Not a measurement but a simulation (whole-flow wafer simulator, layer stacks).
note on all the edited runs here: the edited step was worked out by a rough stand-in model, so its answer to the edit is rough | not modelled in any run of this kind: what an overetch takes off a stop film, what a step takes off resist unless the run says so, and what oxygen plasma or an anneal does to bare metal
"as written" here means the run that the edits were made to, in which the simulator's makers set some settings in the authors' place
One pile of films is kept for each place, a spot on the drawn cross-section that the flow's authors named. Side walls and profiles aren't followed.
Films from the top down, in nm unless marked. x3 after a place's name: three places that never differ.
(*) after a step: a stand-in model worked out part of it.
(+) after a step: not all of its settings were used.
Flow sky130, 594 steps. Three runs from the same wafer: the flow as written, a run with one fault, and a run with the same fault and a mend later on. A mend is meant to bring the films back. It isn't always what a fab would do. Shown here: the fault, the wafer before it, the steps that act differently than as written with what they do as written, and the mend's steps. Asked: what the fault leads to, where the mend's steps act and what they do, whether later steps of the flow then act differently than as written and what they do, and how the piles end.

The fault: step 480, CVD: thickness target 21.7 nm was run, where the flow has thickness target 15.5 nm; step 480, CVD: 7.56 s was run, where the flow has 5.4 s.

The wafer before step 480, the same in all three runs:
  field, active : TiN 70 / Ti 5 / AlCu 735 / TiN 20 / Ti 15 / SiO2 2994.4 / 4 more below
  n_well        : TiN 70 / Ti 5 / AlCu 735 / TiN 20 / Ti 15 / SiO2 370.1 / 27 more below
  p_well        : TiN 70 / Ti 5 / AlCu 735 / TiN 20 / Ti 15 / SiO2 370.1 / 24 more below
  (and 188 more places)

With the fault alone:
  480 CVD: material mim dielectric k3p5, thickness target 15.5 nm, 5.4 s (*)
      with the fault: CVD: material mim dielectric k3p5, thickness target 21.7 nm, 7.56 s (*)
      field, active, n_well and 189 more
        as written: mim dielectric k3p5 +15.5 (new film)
        with the fault: mim dielectric k3p5 +21.7 (new film)
  Later steps of the flow that act differently than as written (6 more steps differ only slightly, by at most 2% or 0.5 nm, whichever is larger, and aren't shown):
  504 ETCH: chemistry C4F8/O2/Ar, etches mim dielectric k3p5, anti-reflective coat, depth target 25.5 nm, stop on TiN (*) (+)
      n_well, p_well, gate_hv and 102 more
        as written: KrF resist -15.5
        with the fault: KrF resist -17
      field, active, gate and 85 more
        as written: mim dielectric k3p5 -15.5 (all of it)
        with the fault: mim dielectric k3p5 -21.7 (all of it)
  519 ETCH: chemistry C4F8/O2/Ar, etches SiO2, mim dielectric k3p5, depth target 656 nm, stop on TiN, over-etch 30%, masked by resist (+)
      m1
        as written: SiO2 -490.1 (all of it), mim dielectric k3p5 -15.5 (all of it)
        with the fault: SiO2 -483.9 (all of it), mim dielectric k3p5 -21.7 (all of it)
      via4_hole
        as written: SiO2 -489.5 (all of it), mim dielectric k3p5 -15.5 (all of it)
        with the fault: SiO2 -483.3 (all of it), mim dielectric k3p5 -21.7 (all of it)
  At the end the piles differ from the flow's by more than 2% or 0.5 nm, whichever is larger, at n_well, p_well, gate_hv and 100 more.
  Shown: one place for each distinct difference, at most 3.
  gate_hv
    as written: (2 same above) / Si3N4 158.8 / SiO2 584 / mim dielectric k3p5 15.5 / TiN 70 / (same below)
    with the fault: (2 same above) / Si3N4 158.8 / SiO2 577.8 / mim dielectric k3p5 21.7 / TiN 70 / (same below)
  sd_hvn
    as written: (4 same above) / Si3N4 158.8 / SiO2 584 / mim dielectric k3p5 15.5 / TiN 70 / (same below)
    with the fault: (4 same above) / Si3N4 158.8 / SiO2 577.8 / mim dielectric k3p5 21.7 / TiN 70 / (same below)
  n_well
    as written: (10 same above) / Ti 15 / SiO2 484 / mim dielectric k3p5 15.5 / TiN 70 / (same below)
    with the fault: (10 same above) / Ti 15 / SiO2 477.8 / mim dielectric k3p5 21.7 / TiN 70 / (same below)

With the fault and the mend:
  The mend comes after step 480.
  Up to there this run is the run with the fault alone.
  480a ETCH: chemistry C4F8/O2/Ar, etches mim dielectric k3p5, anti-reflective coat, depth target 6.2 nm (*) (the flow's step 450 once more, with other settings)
      field, active, n_well and 189 more
        mim dielectric k3p5 -6.2
  No later step of the flow acts differently than as written at any place that is followed.
  At the end the piles are the same as the flow's at every place that both follow.
